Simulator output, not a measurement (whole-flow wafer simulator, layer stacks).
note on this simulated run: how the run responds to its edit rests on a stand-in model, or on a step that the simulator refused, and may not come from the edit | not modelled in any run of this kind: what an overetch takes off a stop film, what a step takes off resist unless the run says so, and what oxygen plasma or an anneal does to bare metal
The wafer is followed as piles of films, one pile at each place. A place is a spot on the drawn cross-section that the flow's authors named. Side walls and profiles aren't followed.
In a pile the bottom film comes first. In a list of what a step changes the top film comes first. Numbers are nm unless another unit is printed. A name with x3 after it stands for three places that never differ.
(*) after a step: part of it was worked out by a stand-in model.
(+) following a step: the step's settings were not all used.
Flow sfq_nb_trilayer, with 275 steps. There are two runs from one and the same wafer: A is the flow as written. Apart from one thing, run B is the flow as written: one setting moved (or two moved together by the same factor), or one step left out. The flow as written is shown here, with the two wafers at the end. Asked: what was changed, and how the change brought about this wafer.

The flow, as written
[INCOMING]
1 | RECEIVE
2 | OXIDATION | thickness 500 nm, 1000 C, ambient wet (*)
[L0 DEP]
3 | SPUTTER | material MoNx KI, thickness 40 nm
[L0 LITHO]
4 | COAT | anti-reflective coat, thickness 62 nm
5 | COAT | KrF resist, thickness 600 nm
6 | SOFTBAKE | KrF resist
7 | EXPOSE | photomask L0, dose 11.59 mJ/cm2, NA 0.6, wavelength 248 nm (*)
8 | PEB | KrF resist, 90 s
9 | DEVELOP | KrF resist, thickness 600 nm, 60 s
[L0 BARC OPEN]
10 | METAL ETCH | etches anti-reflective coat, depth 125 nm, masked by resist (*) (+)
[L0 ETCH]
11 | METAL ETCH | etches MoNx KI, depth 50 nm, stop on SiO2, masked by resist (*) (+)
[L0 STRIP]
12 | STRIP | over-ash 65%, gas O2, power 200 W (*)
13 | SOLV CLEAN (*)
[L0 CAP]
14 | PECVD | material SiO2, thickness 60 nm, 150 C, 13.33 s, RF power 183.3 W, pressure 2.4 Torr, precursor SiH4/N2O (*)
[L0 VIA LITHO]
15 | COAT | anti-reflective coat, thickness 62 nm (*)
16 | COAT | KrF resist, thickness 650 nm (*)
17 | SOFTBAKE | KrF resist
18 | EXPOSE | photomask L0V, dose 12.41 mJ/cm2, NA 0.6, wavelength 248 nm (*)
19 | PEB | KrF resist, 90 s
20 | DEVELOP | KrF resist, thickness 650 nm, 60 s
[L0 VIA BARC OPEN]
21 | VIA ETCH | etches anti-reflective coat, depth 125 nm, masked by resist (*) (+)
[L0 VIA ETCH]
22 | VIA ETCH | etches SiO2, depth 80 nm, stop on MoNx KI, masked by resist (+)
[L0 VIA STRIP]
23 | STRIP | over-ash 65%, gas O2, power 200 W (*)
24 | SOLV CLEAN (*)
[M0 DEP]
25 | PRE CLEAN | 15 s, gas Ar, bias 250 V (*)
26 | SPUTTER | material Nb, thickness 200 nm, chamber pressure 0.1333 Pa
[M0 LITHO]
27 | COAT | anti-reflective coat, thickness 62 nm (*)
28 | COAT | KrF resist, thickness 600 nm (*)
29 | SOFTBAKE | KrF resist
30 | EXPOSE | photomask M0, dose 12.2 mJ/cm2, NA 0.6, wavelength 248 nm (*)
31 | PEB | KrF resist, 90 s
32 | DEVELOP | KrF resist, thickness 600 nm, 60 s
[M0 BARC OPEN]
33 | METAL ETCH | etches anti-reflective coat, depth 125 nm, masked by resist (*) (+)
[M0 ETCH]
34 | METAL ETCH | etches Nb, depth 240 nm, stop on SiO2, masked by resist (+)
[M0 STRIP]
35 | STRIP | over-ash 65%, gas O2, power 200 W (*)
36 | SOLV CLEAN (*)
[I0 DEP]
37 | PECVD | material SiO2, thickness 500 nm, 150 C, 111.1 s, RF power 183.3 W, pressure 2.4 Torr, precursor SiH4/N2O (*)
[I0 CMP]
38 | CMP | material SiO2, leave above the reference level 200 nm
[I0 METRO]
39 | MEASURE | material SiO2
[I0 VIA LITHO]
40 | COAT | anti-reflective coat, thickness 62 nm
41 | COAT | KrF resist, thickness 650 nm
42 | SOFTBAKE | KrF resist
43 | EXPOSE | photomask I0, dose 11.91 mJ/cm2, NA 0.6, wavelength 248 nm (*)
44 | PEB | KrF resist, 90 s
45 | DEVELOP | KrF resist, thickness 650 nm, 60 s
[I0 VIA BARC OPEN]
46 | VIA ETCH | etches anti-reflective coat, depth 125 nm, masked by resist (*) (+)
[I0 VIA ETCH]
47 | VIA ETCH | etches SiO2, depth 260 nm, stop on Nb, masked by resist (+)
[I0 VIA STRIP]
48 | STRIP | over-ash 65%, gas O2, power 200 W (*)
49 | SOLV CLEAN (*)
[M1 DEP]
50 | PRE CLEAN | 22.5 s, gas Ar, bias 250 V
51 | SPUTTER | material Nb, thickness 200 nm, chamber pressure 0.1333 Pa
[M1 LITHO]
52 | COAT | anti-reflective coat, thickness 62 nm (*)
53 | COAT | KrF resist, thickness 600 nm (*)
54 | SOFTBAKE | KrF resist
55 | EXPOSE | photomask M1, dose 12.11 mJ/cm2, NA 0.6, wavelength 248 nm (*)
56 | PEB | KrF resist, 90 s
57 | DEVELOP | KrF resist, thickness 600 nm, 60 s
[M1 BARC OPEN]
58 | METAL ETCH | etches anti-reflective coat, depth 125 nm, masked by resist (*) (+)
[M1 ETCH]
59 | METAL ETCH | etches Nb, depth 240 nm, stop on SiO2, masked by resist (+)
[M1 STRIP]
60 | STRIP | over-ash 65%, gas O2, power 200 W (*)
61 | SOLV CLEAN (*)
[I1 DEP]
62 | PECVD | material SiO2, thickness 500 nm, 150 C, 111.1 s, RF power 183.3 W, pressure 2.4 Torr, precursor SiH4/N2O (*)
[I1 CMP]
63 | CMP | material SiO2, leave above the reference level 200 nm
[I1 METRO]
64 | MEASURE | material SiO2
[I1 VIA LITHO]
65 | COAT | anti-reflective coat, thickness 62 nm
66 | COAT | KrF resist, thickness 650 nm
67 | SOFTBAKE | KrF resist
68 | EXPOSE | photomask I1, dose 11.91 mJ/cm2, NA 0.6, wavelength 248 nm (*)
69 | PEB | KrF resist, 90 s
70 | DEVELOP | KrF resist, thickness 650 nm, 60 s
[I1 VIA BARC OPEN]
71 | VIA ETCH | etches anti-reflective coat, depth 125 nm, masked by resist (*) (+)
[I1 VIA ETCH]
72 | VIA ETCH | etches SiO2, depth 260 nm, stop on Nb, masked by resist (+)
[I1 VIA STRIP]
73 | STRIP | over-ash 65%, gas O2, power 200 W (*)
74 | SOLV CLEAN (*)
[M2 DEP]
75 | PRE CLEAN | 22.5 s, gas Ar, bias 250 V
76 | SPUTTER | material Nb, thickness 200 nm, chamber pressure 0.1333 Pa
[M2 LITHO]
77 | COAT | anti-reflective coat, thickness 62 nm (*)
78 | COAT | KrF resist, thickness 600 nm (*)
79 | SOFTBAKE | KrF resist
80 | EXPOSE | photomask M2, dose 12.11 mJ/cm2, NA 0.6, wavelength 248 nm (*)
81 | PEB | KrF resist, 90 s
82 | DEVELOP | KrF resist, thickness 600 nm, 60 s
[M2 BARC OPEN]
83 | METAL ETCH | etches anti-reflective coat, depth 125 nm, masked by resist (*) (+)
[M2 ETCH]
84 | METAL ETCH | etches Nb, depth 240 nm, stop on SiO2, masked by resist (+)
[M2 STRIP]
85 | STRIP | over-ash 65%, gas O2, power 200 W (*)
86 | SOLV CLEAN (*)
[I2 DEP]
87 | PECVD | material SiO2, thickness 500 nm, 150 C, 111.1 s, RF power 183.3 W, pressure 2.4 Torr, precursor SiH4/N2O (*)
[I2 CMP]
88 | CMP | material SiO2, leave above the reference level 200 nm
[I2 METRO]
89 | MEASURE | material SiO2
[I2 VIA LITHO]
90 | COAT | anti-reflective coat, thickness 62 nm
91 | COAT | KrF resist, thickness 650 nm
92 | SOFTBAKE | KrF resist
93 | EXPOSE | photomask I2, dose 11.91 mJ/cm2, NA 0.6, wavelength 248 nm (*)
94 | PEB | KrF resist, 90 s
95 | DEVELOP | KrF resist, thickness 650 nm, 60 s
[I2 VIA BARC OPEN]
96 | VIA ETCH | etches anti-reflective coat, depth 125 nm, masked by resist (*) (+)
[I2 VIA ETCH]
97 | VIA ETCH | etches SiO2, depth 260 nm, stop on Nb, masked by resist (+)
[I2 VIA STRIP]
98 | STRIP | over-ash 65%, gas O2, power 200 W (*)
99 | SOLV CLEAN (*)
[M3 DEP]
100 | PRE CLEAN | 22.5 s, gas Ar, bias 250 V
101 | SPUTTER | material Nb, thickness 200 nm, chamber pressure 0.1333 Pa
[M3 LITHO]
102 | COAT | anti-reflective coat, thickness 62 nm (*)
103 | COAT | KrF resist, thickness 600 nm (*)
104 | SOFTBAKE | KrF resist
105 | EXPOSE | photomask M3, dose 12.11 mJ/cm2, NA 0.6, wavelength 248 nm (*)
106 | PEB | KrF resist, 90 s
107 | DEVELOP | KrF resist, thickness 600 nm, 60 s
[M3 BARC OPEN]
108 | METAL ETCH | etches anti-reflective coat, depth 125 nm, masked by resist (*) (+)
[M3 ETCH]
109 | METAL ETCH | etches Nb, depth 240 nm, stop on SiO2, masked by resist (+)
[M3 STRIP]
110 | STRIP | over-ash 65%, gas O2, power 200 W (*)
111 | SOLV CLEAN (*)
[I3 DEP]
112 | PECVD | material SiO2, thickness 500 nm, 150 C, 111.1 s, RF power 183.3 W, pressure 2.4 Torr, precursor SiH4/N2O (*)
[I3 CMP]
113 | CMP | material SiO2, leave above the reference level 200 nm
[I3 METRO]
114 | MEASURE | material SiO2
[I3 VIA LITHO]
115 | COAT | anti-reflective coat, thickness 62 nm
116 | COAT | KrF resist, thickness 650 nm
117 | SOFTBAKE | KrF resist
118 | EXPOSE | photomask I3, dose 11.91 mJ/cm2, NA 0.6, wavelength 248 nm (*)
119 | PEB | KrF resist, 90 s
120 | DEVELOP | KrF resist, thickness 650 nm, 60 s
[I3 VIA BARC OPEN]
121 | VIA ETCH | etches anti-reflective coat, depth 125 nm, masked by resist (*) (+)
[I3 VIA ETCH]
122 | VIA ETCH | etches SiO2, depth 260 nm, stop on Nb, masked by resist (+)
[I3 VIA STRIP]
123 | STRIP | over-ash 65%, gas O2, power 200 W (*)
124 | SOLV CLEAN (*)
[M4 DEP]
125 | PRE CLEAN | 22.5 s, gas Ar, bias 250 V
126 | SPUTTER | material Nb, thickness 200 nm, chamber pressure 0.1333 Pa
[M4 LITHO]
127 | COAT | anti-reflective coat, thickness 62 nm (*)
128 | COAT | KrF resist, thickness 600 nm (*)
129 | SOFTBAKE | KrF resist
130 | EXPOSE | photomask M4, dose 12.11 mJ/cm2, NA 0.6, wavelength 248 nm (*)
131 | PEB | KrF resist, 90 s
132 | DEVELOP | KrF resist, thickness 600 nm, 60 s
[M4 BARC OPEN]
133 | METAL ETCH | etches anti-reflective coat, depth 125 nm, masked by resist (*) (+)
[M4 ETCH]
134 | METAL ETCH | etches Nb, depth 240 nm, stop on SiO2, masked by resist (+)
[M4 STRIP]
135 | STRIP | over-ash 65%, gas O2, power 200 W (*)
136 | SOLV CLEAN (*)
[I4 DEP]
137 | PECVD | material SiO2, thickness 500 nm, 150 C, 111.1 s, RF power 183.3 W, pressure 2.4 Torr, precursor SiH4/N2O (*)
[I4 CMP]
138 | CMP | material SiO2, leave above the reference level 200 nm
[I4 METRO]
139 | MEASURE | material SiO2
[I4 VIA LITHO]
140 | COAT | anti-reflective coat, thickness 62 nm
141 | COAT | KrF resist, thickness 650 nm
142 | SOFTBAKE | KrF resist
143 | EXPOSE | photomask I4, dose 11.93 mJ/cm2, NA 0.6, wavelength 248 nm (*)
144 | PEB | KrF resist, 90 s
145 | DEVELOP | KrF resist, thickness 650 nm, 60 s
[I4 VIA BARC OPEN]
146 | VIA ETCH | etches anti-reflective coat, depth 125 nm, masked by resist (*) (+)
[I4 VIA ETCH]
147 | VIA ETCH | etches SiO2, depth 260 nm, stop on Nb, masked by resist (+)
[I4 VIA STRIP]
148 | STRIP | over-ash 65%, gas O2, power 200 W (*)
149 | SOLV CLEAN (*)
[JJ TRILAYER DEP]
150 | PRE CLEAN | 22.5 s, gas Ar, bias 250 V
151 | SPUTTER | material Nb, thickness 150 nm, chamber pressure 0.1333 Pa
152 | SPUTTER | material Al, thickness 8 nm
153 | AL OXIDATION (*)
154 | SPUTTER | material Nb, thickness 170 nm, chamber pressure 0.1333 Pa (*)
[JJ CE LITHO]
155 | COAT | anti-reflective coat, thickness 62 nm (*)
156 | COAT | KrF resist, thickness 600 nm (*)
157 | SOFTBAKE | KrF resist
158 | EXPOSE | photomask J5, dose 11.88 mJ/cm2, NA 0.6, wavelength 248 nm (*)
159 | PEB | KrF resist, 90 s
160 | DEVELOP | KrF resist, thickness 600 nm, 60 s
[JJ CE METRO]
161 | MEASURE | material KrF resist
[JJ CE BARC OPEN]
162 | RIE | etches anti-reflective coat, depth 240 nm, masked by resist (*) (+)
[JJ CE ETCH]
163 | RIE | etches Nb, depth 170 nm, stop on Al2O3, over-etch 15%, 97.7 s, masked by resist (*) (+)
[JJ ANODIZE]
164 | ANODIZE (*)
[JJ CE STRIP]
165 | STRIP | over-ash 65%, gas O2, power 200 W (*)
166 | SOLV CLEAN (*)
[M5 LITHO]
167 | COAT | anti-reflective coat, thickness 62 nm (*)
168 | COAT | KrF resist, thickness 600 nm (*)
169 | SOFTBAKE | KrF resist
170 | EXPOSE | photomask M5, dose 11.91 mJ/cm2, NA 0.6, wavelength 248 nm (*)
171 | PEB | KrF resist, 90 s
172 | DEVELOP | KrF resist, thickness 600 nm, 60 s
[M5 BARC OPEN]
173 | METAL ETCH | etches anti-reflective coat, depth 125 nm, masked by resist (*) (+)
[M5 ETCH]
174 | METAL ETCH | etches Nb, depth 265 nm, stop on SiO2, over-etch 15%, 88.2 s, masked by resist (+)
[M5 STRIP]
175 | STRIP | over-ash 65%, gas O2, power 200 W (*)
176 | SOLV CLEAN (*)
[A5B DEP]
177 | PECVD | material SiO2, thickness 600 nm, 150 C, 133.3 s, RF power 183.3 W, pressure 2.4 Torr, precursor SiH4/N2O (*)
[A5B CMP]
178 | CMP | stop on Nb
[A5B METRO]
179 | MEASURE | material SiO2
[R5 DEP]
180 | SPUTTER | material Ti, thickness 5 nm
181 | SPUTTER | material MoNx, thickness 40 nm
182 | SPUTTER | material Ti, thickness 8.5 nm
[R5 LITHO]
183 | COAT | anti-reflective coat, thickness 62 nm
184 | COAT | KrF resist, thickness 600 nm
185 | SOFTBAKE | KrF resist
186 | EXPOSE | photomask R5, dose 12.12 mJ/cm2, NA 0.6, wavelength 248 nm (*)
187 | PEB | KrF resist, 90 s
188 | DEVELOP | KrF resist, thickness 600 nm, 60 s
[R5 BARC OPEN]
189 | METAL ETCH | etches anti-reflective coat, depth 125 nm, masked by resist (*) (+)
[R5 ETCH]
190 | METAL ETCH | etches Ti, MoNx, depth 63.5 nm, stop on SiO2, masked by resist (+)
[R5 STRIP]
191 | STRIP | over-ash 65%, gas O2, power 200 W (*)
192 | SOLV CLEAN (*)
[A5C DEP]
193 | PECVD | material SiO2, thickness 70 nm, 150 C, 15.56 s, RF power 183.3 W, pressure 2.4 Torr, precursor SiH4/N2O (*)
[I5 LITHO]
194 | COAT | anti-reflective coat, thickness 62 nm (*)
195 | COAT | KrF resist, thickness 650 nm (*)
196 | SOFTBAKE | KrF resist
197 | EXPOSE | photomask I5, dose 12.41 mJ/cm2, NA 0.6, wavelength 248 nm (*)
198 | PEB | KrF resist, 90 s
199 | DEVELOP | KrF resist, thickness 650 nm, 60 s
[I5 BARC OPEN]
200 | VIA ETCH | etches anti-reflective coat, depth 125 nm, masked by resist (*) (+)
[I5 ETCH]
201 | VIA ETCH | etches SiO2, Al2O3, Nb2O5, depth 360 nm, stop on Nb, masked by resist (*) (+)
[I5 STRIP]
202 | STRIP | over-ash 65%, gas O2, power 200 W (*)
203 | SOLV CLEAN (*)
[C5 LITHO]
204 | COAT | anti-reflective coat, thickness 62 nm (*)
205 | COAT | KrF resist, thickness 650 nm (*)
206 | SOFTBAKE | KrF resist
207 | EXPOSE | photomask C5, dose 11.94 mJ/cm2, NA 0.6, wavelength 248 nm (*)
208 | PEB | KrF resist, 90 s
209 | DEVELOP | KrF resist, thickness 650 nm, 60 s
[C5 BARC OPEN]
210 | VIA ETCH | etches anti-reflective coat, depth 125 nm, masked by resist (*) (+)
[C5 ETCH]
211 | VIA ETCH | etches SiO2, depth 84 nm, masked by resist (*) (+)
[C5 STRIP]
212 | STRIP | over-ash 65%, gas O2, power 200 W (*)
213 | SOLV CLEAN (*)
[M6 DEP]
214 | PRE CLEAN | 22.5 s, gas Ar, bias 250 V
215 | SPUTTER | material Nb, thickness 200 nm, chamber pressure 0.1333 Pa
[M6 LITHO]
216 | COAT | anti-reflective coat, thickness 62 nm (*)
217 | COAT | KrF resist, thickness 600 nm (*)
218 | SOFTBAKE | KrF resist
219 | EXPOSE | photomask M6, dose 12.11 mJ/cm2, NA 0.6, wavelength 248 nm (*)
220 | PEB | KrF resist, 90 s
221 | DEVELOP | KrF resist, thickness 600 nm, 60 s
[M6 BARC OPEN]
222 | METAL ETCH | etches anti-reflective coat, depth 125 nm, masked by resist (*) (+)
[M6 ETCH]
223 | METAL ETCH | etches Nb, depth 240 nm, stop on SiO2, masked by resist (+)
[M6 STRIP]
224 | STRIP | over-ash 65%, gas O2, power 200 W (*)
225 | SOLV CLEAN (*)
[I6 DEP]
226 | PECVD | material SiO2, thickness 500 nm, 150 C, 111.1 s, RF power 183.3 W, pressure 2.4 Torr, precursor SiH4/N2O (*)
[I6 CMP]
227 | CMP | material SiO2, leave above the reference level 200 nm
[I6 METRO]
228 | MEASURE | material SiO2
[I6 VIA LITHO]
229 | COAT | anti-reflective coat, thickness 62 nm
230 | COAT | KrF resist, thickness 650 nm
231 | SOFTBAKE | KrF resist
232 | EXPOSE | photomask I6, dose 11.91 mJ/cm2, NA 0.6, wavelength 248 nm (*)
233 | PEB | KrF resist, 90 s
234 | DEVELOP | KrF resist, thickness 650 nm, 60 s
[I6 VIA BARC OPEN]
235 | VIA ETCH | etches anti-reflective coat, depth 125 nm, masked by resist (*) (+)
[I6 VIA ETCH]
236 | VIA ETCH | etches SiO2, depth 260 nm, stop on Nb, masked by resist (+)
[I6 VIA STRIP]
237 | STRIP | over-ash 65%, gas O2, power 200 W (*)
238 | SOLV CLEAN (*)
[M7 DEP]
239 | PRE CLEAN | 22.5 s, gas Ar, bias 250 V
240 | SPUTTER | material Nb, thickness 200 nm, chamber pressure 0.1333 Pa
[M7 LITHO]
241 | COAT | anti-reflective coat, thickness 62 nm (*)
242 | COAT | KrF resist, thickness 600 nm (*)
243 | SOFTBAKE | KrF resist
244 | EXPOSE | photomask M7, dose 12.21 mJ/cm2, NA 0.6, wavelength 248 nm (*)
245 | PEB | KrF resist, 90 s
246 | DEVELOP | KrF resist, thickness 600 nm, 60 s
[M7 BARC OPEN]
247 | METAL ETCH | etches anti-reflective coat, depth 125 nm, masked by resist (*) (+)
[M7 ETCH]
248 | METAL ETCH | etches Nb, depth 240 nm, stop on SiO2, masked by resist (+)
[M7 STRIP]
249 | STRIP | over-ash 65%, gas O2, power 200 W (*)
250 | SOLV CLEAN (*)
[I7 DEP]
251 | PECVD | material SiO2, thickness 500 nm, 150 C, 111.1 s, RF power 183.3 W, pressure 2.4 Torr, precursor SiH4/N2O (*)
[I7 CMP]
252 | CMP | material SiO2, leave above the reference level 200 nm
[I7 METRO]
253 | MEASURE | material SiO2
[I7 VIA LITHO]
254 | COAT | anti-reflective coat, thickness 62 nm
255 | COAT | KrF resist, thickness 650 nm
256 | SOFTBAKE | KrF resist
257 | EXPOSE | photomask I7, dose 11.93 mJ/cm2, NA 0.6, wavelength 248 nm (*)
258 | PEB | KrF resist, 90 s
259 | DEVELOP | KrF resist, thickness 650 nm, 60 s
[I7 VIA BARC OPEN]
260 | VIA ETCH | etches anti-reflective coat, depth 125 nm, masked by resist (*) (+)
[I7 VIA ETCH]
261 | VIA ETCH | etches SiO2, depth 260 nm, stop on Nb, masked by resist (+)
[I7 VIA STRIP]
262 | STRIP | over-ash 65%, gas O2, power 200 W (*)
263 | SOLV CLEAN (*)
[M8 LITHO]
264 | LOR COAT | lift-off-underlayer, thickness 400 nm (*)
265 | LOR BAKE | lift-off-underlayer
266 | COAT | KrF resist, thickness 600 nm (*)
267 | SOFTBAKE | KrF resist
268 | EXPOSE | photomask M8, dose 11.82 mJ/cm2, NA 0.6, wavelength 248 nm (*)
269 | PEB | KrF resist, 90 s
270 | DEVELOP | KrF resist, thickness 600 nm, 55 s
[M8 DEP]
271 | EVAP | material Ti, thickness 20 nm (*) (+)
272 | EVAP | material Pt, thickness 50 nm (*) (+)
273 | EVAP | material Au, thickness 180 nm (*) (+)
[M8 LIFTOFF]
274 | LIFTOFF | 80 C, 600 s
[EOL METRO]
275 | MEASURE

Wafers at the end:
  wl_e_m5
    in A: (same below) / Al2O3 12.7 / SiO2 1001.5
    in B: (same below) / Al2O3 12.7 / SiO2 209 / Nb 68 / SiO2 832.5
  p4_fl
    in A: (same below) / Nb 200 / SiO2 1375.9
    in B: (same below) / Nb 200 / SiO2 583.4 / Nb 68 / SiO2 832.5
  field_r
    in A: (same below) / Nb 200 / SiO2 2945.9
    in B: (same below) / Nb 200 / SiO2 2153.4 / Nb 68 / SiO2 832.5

The reason: step 215, SPUTTER: thickness 308 nm was run, whereas the flow has thickness 200 nm.

Step by step, how the change led to this:
  215 | SPUTTER | material Nb, thickness 200 nm, chamber pressure 0.1333 Pa
      field_l, v_sur, via_wl and 100 more: A Nb gains 200 (new film) | B Nb gains 308 (new film)
      be: A Nb gains 147.3 | B Nb gains 225.1
      (and at 2 other places as well)
  216 | COAT | anti-reflective coat, thickness 62 nm (*)
      be: A anti-reflective coat gains 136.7 (new film) | B anti-reflective coat gains 148 (new film)
      be_sur: A anti-reflective coat gains 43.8 (new film) | B anti-reflective coat gains 44.9 (new film)
      (and at 1 other place as well)
  217 | COAT | KrF resist, thickness 600 nm (*)
      be: A KrF resist gains 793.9 (new film) | B KrF resist gains 810.3 (new film)
  223 | METAL ETCH | etches Nb, depth 240 nm, stop on SiO2, masked by resist (+)
      field_l, gap, moat and 76 more: A Nb loses 200 (all of it) | B Nb loses 240
  224 | STRIP | over-ash 65%, gas O2, power 200 W (*)
      be: A KrF resist loses 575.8 (all of it), anti-reflective coat loses 136.7 (all of it) | B KrF resist loses 592.1 (all of it), anti-reflective coat loses 148 (all of it)
      be_sur: A KrF resist loses 371.2 (all of it), anti-reflective coat loses 43.8 (all of it) | B KrF resist loses 368.5 (all of it), anti-reflective coat loses 44.9 (all of it)
      (and at 1 other place as well)
  226 | PECVD | material SiO2, thickness 500 nm, 150 C, 111.1 s, RF power 183.3 W, pressure 2.4 Torr, precursor SiH4/N2O (*)
      field_l, p4_fl, p4_fm and 62 more: A SiO2 gains 500 | B SiO2 gains 500 (new film)
      moat, field_r, lsp_l, ln_m5, lsp_m: A SiO2 gains 493.6 | B SiO2 gains 492.3 (new film)
      (and at 10 other places as well)
  227 | CMP | material SiO2, leave above the reference level 200 nm
      field_l, p4_fl, p4_fm and 59 more: A SiO2 loses 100 | B SiO2 loses 60
      moat, field_r, lsp_l, ln_m5, lsp_m: A SiO2 loses 93.6 | B SiO2 loses 52.3
      (and at 9 other places as well)
With metal films that touch counted as one body, wl_e_m5 has 7 bodies (between them, from the top down: SiO2 209 / Al2O3 12.7 / Nb2O5 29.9; SiO2 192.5; SiO2 192.5; SiO2 192.5; SiO2 192.5; SiO2 192.5); the flow as written gives 6 bodies (between them, from the top down: SiO2 192.5; SiO2 192.5; SiO2 192.5; SiO2 192.5; SiO2 192.5).
With metal films that touch counted as one body, p4_fl has 3 bodies (between them, from the top down: SiO2 583.4; SiO2 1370); the flow as written gives 2 bodies (between them, from the top down: SiO2 1370).
With metal films that touch counted as one body, field_r has 2 bodies (between them, from the top down: SiO2 2153.4); the flow as written gives 1 body.
